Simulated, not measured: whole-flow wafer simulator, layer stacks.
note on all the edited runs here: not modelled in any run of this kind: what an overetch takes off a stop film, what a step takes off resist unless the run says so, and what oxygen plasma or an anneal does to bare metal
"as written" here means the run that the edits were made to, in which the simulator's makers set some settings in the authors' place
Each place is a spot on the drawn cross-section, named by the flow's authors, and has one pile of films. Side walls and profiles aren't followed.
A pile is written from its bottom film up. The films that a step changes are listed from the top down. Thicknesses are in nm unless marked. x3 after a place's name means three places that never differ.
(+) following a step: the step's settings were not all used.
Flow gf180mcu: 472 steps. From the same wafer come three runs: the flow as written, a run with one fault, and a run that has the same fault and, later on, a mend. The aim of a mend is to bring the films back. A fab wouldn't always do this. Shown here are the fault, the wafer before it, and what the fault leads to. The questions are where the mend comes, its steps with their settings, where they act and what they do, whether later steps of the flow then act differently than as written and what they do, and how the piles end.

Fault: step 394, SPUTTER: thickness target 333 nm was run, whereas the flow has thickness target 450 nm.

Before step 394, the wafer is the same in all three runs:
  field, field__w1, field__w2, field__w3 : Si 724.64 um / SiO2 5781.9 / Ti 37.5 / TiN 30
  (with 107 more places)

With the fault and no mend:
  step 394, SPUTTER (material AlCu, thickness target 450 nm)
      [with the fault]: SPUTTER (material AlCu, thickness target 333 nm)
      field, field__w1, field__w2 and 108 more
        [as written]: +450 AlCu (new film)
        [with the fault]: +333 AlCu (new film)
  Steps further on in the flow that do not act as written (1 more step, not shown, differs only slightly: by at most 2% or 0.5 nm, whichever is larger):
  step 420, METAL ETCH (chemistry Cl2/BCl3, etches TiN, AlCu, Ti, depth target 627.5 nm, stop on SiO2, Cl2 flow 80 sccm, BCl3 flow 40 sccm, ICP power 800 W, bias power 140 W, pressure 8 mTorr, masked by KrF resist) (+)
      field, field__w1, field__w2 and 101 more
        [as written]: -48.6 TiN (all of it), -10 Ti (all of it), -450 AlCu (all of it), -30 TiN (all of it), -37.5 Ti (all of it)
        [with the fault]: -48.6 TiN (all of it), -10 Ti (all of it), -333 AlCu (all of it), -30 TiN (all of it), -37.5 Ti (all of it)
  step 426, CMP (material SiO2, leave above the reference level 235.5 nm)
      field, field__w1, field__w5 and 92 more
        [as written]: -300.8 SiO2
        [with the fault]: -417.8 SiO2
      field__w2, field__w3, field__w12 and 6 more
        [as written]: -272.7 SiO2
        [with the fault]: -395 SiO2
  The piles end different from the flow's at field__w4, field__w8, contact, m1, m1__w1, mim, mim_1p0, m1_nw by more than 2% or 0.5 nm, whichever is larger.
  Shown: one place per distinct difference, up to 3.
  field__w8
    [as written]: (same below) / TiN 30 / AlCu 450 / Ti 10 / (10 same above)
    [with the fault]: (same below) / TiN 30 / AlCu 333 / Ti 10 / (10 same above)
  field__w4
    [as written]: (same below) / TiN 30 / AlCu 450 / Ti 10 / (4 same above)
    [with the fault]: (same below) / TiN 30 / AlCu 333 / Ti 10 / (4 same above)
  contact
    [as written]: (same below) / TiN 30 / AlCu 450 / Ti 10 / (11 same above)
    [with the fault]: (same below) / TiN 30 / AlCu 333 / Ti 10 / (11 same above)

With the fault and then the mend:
  The mend stands after step 394.
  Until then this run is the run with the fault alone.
  step 394a, SPUTTER (material AlCu, thickness target 117 nm) (the flow's step 394 again, with other settings)
      field, field__w1, field__w2 and 108 more
        +117 AlCu
  None of the later steps of the flow acts differently than as written at any place that is followed.
  At every place that both follow, the piles at the end match the flow's.
